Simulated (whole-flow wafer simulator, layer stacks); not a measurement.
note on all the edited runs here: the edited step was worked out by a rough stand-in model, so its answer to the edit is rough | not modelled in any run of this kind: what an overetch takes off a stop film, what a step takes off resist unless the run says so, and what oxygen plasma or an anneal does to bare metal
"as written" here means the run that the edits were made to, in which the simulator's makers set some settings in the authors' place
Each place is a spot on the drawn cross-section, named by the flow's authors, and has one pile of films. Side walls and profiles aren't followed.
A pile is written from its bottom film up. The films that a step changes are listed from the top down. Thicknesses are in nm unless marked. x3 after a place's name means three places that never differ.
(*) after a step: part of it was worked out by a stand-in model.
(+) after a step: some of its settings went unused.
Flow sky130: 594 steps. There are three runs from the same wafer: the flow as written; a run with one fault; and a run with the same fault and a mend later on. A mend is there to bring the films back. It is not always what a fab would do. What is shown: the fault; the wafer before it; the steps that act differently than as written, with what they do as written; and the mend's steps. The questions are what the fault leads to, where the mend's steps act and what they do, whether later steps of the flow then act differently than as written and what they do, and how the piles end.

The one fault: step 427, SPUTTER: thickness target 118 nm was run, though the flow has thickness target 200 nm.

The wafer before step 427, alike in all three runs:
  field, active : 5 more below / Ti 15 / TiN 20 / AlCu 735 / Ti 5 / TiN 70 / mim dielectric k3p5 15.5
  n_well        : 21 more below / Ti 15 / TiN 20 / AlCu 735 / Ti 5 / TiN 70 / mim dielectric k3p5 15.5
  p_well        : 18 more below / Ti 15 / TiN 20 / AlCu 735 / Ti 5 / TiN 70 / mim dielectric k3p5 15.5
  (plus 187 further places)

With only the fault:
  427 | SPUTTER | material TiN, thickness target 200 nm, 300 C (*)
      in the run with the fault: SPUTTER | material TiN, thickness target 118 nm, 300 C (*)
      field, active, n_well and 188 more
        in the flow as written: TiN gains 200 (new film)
        in the run with the fault: TiN gains 118 (new film)
  Steps further on in the flow that do not act as written (2 other steps are not shown; they differ only slightly, by no more than 2% or 0.5 nm, whichever is larger):
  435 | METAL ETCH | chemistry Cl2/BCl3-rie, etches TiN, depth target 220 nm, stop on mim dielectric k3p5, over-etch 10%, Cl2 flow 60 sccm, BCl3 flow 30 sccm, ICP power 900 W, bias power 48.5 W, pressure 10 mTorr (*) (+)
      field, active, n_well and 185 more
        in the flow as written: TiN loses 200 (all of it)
        in the run with the fault: TiN loses 118 (all of it)
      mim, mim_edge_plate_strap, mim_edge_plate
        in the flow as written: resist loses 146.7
        in the run with the fault: resist loses 86.5
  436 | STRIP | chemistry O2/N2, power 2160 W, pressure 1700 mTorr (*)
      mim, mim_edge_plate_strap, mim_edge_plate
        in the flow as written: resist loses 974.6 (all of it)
        in the run with the fault: resist loses 1034.7 (all of it)
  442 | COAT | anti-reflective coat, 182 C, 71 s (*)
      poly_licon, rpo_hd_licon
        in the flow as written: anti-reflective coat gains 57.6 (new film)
        in the run with the fault: anti-reflective coat gains 78.6 (new film)
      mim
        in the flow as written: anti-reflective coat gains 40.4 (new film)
        in the run with the fault: anti-reflective coat gains 29.9 (new film)
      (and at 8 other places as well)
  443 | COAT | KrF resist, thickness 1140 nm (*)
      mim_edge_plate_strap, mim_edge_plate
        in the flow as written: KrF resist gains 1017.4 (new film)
        in the run with the fault: KrF resist gains 1099.4 (new film)
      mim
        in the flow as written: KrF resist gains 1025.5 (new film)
        in the run with the fault: KrF resist gains 1093.8 (new film)
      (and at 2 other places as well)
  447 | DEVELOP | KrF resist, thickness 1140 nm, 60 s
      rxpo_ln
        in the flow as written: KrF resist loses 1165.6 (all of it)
        in the run with the fault: KrF resist loses 1140.3 (all of it)
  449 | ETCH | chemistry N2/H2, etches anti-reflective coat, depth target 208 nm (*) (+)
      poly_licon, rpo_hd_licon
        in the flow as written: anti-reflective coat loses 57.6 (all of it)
        in the run with the fault: anti-reflective coat loses 78.6 (all of it)
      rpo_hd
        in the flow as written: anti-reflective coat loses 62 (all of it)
        in the run with the fault: anti-reflective coat loses 75.4 (all of it)
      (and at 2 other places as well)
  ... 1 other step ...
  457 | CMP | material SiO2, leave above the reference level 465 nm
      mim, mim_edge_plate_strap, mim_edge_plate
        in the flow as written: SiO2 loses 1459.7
        in the run with the fault: SiO2 loses 1377.7
  The piles end different from the flow's at mim, mim_edge_plate_strap, mim_edge_plate by more than 2% or 0.5 nm, whichever is larger.
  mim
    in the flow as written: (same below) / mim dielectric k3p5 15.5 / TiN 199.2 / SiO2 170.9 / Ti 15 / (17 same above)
    in the run with the fault: (same below) / mim dielectric k3p5 15.5 / TiN 117.2 / SiO2 252.9 / Ti 15 / (17 same above)
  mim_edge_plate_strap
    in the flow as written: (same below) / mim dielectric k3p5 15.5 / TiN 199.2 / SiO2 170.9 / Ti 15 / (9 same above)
    in the run with the fault: (same below) / mim dielectric k3p5 15.5 / TiN 117.2 / SiO2 252.9 / Ti 15 / (9 same above)
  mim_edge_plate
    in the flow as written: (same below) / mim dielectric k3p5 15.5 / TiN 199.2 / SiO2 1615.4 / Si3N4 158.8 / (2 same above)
    in the run with the fault: (same below) / mim dielectric k3p5 15.5 / TiN 117.2 / SiO2 1697.4 / Si3N4 158.8 / (2 same above)

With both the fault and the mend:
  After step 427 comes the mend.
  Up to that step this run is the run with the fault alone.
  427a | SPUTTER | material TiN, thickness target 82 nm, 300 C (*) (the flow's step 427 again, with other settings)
      field, active, n_well and 188 more
        TiN gains 82
  None of the later steps of the flow acts differently than as written at any place that is followed.
  At every place that both follow, the piles at the end match the flow's.
